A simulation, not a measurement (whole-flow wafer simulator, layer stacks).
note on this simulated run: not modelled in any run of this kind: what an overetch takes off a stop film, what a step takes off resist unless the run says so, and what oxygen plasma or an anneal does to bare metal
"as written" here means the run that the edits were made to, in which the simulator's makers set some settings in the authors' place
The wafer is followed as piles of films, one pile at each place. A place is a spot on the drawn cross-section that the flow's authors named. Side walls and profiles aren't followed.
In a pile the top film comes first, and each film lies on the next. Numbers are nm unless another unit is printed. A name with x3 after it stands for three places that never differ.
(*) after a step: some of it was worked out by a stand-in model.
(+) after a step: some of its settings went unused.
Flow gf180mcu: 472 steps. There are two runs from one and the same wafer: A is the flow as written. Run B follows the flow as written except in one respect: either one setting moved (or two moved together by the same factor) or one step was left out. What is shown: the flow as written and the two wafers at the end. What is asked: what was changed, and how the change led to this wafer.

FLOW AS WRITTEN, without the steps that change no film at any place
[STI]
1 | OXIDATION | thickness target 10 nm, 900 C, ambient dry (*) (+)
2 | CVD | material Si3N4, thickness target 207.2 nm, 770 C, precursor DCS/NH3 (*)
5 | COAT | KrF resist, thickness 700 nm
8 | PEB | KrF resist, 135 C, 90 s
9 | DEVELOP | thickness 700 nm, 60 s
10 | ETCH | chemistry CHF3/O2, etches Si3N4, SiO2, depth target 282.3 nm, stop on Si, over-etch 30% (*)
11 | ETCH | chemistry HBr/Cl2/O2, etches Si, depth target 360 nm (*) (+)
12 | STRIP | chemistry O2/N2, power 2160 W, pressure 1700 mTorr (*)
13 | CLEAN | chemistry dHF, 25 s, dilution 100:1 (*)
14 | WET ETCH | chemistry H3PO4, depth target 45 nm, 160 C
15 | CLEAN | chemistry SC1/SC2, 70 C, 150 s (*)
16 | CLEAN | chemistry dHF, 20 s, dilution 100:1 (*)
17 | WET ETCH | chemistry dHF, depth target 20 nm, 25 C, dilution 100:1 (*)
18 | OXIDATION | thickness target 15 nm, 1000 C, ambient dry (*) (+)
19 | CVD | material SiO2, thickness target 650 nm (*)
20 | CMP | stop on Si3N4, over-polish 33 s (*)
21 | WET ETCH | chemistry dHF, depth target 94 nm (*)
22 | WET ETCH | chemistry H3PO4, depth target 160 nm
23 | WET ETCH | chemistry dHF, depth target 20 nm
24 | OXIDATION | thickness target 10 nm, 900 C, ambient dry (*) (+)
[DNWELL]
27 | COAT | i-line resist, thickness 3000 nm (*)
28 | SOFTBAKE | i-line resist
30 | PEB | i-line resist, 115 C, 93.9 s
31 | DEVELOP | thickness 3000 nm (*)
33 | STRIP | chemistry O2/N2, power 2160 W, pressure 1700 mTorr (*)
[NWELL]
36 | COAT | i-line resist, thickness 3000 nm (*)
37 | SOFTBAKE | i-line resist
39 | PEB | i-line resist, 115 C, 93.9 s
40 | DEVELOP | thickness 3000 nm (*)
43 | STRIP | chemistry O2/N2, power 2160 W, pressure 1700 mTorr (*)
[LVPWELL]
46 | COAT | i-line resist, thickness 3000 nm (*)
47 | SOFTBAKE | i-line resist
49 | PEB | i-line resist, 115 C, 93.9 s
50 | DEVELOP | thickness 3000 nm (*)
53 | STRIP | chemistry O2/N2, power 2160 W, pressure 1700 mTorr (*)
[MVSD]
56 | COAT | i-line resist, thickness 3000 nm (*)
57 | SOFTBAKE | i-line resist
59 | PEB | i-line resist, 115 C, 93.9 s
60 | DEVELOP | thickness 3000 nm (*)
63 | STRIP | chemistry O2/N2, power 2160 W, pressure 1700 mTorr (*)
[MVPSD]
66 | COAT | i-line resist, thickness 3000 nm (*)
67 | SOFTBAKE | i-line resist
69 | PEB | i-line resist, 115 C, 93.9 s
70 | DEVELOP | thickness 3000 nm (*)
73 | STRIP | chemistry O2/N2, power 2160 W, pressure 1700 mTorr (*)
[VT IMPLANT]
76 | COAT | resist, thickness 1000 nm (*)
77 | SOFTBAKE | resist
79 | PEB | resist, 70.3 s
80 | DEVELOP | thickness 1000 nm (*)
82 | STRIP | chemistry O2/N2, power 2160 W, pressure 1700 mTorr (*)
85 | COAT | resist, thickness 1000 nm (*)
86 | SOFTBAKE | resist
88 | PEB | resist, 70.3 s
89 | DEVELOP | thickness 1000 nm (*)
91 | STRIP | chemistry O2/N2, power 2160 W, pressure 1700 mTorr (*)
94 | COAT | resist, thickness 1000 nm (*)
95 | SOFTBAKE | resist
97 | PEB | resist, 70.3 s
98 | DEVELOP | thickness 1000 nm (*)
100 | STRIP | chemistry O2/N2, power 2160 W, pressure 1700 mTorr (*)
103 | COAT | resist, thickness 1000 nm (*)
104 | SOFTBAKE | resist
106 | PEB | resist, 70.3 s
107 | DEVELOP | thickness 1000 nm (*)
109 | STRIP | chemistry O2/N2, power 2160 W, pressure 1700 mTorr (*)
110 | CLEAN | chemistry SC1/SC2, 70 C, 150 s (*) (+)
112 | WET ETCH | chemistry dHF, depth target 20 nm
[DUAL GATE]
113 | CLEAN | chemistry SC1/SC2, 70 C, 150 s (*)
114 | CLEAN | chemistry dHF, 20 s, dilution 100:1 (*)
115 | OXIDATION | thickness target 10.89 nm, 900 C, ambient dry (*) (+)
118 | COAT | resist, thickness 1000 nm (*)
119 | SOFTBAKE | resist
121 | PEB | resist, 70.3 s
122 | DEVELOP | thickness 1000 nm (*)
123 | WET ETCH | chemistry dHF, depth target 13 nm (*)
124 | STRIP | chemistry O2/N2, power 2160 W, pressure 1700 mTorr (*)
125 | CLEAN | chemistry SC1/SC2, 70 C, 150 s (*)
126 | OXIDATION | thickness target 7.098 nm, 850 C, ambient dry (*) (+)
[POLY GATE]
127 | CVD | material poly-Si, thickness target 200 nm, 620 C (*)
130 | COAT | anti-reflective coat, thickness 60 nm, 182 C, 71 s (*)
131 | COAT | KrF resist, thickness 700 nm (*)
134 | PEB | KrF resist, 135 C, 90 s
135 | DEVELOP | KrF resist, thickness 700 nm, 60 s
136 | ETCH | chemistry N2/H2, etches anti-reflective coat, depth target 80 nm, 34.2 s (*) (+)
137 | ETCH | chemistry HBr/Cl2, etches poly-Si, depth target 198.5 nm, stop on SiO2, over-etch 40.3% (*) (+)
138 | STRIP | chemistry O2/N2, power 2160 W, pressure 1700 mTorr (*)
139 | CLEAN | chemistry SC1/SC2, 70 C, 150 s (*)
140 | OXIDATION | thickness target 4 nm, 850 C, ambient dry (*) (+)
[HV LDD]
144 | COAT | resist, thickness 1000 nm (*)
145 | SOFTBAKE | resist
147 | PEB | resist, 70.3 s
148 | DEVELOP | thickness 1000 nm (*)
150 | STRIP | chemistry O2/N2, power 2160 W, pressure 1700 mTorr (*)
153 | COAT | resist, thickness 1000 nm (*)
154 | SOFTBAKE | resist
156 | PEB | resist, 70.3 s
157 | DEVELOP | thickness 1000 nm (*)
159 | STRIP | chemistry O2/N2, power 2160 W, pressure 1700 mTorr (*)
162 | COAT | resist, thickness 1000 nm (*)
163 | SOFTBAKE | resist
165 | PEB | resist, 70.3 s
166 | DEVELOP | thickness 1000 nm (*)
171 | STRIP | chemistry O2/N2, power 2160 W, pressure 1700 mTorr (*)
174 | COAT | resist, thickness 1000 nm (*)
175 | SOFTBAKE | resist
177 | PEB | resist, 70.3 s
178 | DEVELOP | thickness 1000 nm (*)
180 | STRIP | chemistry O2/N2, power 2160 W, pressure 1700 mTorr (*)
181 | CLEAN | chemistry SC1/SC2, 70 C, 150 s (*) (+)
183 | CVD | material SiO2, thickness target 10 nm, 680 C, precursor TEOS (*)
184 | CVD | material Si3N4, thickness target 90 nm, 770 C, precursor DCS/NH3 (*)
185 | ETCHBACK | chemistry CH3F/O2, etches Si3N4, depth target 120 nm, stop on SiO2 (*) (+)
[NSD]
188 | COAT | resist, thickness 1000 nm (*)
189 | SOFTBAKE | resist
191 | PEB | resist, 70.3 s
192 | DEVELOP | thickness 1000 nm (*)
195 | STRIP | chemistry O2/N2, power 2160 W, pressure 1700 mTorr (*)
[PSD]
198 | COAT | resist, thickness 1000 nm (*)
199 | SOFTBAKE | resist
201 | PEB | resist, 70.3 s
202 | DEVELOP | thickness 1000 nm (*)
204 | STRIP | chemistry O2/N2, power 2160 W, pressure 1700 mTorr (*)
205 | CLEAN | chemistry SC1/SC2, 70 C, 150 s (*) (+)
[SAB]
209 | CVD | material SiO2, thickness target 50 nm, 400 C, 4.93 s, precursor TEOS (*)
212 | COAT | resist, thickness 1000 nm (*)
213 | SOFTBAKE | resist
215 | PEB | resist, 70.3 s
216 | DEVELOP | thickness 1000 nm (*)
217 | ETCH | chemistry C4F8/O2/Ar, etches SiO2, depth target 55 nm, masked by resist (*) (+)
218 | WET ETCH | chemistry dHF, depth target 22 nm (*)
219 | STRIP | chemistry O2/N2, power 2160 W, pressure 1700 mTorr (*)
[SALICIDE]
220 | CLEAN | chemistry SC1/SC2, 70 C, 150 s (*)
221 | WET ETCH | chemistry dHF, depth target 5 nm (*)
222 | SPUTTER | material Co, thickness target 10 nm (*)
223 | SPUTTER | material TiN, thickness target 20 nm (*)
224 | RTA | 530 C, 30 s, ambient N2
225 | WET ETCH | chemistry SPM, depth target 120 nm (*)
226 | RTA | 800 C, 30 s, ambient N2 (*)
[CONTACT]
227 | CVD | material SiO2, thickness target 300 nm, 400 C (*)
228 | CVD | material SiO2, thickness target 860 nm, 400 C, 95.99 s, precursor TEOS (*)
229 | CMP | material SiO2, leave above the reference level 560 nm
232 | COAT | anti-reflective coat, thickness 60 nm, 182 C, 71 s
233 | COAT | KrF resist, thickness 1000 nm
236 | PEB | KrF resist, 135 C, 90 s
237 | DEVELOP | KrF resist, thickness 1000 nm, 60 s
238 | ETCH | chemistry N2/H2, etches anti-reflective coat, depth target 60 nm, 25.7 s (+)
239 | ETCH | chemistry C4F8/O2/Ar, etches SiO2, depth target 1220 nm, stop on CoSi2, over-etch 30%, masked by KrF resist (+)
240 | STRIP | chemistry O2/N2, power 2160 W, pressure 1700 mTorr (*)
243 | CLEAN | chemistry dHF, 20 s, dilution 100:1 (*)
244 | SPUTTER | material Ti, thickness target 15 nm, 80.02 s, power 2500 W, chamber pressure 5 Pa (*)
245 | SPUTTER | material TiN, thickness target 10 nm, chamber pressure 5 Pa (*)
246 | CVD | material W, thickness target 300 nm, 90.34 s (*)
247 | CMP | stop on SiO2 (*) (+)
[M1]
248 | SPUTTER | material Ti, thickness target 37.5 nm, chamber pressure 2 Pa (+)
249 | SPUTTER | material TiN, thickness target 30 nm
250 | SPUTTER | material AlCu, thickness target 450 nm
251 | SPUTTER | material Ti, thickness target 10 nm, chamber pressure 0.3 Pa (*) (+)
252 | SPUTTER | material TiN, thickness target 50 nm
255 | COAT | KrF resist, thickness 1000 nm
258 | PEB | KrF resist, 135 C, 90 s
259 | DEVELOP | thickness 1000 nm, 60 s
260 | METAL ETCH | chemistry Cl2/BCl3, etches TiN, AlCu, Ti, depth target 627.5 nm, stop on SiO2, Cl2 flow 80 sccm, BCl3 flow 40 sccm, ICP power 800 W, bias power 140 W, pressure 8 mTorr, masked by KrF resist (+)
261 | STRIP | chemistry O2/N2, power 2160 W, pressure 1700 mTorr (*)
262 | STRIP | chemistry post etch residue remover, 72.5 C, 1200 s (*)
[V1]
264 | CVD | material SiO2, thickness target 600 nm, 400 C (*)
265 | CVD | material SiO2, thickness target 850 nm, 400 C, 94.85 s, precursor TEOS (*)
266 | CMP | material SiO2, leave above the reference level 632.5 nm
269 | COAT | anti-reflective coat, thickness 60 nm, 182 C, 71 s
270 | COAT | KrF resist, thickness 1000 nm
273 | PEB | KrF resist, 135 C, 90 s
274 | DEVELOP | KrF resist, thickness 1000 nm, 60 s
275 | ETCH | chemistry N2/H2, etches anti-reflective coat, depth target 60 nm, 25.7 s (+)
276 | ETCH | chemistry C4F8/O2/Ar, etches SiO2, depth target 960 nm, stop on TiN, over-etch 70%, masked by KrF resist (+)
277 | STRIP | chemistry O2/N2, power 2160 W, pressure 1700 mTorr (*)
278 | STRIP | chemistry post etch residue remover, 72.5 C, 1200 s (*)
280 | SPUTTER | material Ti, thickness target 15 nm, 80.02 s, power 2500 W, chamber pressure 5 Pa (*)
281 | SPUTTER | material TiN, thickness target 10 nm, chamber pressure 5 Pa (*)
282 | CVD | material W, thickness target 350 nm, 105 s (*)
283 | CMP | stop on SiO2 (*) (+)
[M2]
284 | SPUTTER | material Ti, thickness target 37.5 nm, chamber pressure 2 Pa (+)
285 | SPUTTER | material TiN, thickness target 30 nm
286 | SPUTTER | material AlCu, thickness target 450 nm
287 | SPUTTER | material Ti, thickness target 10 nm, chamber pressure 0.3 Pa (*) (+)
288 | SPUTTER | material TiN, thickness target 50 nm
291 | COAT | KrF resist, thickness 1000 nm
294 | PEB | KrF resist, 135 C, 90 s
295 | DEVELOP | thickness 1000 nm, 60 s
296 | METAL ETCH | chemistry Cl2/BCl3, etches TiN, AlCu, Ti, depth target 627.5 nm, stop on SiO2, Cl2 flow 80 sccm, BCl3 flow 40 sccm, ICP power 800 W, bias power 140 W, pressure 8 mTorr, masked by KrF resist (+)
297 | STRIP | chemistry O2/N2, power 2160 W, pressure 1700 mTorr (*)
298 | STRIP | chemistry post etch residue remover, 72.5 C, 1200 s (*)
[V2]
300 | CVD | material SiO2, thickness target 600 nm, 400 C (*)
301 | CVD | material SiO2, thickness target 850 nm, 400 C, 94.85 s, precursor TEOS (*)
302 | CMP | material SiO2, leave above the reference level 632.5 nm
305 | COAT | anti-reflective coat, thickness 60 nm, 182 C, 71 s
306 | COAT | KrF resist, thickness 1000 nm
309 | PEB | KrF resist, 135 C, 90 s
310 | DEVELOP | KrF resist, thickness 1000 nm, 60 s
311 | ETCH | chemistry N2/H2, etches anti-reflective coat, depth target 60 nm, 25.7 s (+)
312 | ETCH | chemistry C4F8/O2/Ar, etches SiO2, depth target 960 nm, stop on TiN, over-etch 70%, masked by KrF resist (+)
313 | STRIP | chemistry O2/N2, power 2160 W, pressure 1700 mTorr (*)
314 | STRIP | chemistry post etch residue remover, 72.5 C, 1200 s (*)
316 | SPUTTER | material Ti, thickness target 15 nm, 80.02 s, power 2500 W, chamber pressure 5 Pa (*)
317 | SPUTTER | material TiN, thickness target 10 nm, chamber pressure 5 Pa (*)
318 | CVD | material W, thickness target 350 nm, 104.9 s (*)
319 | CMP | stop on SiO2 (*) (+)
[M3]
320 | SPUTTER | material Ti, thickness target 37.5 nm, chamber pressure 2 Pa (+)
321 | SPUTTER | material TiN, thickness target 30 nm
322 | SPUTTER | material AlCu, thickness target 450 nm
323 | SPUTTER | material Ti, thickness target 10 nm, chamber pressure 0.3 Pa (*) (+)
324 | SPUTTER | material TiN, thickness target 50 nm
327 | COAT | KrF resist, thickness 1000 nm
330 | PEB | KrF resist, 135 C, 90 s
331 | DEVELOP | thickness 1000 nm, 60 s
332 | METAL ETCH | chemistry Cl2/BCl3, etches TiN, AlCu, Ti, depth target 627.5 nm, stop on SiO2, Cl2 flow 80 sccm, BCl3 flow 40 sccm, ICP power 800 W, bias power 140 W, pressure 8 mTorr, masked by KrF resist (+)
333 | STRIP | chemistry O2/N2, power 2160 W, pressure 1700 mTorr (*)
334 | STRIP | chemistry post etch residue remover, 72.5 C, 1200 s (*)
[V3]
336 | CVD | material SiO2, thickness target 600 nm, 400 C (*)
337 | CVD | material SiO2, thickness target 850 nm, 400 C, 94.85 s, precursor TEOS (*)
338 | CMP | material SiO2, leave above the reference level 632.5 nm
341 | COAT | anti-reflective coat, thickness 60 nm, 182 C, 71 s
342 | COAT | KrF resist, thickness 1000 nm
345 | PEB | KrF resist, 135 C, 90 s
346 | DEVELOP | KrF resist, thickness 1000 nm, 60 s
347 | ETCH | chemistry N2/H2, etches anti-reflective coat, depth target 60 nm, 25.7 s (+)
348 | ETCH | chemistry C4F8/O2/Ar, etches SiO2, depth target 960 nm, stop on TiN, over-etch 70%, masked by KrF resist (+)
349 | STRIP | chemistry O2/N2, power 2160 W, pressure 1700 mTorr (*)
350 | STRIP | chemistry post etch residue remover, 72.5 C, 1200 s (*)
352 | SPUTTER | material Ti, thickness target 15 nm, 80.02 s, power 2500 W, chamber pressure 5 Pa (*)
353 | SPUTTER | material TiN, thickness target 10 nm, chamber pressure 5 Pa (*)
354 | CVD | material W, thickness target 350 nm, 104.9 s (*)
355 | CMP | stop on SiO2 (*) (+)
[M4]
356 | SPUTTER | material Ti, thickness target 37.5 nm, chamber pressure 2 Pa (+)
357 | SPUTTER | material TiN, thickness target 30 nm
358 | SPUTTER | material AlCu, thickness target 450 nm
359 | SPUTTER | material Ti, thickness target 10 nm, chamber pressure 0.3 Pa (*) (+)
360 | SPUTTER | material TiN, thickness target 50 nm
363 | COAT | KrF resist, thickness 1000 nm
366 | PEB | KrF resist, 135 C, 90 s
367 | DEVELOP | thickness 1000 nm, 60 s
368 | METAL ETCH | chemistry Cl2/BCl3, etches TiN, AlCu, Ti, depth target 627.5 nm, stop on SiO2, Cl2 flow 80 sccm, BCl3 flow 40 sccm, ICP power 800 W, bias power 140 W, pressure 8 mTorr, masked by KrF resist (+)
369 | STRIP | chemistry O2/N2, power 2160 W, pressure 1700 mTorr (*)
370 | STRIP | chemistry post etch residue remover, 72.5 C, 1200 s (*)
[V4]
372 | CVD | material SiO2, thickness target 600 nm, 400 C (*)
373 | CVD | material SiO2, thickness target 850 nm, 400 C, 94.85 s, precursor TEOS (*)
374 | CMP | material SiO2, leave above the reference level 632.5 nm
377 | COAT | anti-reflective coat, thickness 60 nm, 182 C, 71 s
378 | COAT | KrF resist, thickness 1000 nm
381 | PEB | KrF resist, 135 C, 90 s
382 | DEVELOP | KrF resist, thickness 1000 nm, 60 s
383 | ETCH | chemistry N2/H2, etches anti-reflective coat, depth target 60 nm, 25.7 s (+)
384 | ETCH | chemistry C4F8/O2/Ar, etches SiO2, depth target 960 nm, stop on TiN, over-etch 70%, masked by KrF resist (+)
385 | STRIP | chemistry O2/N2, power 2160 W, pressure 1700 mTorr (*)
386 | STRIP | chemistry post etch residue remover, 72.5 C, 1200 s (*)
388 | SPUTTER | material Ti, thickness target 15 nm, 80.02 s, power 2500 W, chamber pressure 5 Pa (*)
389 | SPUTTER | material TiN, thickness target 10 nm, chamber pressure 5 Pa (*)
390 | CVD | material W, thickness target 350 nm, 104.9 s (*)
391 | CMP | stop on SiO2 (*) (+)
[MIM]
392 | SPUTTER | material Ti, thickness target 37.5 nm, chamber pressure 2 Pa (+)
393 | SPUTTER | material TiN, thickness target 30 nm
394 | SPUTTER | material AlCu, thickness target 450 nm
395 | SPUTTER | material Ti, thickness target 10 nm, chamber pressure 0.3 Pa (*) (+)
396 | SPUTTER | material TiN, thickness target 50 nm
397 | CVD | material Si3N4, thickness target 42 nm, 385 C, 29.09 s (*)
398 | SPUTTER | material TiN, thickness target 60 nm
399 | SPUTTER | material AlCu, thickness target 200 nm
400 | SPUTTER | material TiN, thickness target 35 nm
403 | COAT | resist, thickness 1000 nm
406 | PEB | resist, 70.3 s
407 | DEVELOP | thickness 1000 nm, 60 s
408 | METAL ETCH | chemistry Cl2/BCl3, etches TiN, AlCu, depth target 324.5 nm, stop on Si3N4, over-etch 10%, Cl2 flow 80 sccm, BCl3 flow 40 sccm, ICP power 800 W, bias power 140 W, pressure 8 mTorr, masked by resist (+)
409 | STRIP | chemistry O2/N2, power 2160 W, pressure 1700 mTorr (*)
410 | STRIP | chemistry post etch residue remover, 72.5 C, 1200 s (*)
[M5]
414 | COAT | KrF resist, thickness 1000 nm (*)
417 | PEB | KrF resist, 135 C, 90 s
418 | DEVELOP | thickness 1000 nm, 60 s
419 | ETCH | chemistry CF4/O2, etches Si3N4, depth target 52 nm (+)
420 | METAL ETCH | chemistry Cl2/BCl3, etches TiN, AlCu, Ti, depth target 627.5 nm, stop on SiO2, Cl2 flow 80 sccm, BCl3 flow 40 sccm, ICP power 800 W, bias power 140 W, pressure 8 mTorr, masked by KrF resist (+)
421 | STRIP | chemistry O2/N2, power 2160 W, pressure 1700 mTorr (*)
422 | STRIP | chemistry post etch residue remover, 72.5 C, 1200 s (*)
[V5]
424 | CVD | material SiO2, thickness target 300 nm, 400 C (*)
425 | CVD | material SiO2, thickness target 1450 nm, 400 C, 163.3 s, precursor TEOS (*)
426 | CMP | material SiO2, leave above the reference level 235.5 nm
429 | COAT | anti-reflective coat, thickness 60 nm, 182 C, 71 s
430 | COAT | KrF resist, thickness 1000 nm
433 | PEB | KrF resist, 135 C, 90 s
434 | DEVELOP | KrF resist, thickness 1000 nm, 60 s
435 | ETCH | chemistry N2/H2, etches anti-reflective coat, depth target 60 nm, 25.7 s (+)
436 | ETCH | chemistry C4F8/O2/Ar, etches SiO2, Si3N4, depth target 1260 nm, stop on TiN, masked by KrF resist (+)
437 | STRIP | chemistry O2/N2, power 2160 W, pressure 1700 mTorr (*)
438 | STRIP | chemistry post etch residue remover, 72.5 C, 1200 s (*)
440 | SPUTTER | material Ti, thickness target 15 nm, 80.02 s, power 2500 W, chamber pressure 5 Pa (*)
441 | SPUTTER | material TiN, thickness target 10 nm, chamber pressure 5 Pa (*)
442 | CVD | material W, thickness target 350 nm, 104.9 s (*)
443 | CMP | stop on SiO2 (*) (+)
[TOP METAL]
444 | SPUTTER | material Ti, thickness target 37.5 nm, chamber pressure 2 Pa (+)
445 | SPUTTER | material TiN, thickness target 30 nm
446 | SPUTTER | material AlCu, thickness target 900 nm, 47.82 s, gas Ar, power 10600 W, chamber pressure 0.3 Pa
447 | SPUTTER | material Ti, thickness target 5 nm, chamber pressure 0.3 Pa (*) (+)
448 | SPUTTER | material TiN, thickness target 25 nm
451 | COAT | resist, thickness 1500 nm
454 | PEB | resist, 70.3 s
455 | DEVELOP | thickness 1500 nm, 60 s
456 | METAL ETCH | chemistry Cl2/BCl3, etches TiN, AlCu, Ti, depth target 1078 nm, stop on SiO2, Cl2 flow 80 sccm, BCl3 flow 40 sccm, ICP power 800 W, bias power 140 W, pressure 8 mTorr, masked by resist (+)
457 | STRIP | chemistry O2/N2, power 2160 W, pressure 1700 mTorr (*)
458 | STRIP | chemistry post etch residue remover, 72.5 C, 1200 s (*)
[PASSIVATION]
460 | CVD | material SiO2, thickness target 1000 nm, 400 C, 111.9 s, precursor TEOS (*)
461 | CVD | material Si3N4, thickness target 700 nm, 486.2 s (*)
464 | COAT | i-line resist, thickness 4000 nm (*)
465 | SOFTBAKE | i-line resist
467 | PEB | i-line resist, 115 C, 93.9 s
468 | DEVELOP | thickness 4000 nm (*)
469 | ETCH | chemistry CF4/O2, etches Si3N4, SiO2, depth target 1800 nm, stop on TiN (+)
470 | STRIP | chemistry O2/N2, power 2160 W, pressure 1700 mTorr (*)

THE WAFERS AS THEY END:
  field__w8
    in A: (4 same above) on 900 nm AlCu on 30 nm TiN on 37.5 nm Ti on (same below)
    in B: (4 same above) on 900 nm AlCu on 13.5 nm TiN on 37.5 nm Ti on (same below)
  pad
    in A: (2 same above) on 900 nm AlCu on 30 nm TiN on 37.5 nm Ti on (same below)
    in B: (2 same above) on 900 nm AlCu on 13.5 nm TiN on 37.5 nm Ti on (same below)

Cause: step 445, SPUTTER: thickness target 13.5 nm was run, though the flow has thickness target 30 nm.
The wafer lets one read it off: field__w8 has TiN 13.5, and step 445 as written asks for 30 nm.

The path from the change to this, step by step:
  445 | SPUTTER | material TiN, thickness target 30 nm
      field, field__w1, field__w2 and 109 more: A +30 TiN (new film) | B +13.5 TiN (new film)
  456 | METAL ETCH | chemistry Cl2/BCl3, etches TiN, AlCu, Ti, depth target 1078 nm, stop on SiO2, Cl2 flow 80 sccm, BCl3 flow 40 sccm, ICP power 800 W, bias power 140 W, pressure 8 mTorr, masked by resist (+)
      field, field__w1, field__w2 and 103 more: A -25 TiN (all of it), -5 Ti (all of it), -900 AlCu (all of it), -30 TiN (all of it), -37.5 Ti (all of it) | B -25 TiN (all of it), -5 Ti (all of it), -900 AlCu (all of it), -13.5 TiN (all of it), -37.5 Ti (all of it)
  465 | SOFTBAKE | i-line resist
      field__w11, field__w13: A +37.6 i-line resist | B +36.7 i-line resist
      mim, ppoly_u: A +37.5 i-line resist | B +36.6 i-line resist
      (as well as at 59 more places)
